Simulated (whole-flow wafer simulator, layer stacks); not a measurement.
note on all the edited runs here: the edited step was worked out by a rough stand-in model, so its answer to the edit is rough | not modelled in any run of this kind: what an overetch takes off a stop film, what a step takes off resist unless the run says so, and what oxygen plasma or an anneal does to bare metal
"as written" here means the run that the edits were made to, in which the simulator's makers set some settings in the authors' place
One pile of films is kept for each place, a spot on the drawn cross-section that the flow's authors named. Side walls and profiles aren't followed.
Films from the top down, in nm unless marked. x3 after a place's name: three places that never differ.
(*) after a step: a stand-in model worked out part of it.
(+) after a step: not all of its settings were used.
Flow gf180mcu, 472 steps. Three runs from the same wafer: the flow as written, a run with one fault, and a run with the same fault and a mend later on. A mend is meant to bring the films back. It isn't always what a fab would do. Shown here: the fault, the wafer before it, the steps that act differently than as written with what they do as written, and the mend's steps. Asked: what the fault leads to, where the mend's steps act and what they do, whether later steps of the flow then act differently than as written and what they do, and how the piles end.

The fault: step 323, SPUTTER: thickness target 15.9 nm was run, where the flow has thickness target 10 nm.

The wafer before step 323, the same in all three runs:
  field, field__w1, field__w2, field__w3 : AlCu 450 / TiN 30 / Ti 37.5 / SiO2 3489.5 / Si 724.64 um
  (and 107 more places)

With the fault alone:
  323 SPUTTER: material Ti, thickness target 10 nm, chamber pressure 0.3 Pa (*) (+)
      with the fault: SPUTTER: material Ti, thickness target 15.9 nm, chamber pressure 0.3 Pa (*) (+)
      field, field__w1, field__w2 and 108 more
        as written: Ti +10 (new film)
        with the fault: Ti +15.9 (new film)
  Later steps of the flow that act differently than as written (5 more steps differ only slightly, by at most 2% or 0.5 nm, whichever is larger, and aren't shown):
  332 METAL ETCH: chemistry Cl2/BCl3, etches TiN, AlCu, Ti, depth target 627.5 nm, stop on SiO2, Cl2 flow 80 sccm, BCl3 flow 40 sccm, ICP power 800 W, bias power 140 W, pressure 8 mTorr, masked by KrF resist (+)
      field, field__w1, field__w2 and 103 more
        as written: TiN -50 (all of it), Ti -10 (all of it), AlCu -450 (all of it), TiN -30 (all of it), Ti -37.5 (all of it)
        with the fault: TiN -50 (all of it), Ti -15.9 (all of it), AlCu -450 (all of it), TiN -30 (all of it), Ti -37.5 (all of it)
  At the end the piles differ from the flow's by more than 2% or 0.5 nm, whichever is larger, at field__w8, contact, m1, m1__w1, m1_nw.
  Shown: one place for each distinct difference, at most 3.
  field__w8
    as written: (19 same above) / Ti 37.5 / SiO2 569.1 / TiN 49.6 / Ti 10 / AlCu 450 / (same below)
    with the fault: (19 same above) / Ti 37.5 / SiO2 563.2 / TiN 49.6 / Ti 15.9 / AlCu 450 / (same below)
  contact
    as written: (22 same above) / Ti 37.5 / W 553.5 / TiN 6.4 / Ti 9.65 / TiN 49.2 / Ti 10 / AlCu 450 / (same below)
    with the fault: (22 same above) / Ti 37.5 / W 547.5 / TiN 6.43 / Ti 9.69 / TiN 49.2 / Ti 15.9 / AlCu 450 / (same below)

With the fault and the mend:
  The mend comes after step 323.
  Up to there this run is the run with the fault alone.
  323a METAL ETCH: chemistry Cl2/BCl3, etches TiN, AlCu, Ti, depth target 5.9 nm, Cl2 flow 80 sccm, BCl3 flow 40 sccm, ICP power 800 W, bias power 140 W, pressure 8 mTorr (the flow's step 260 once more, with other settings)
      field, field__w1, field__w2 and 108 more
        Ti -5.9
  No later step of the flow acts differently than as written at any place that is followed.
  At the end the piles are the same as the flow's at every place that both follow.
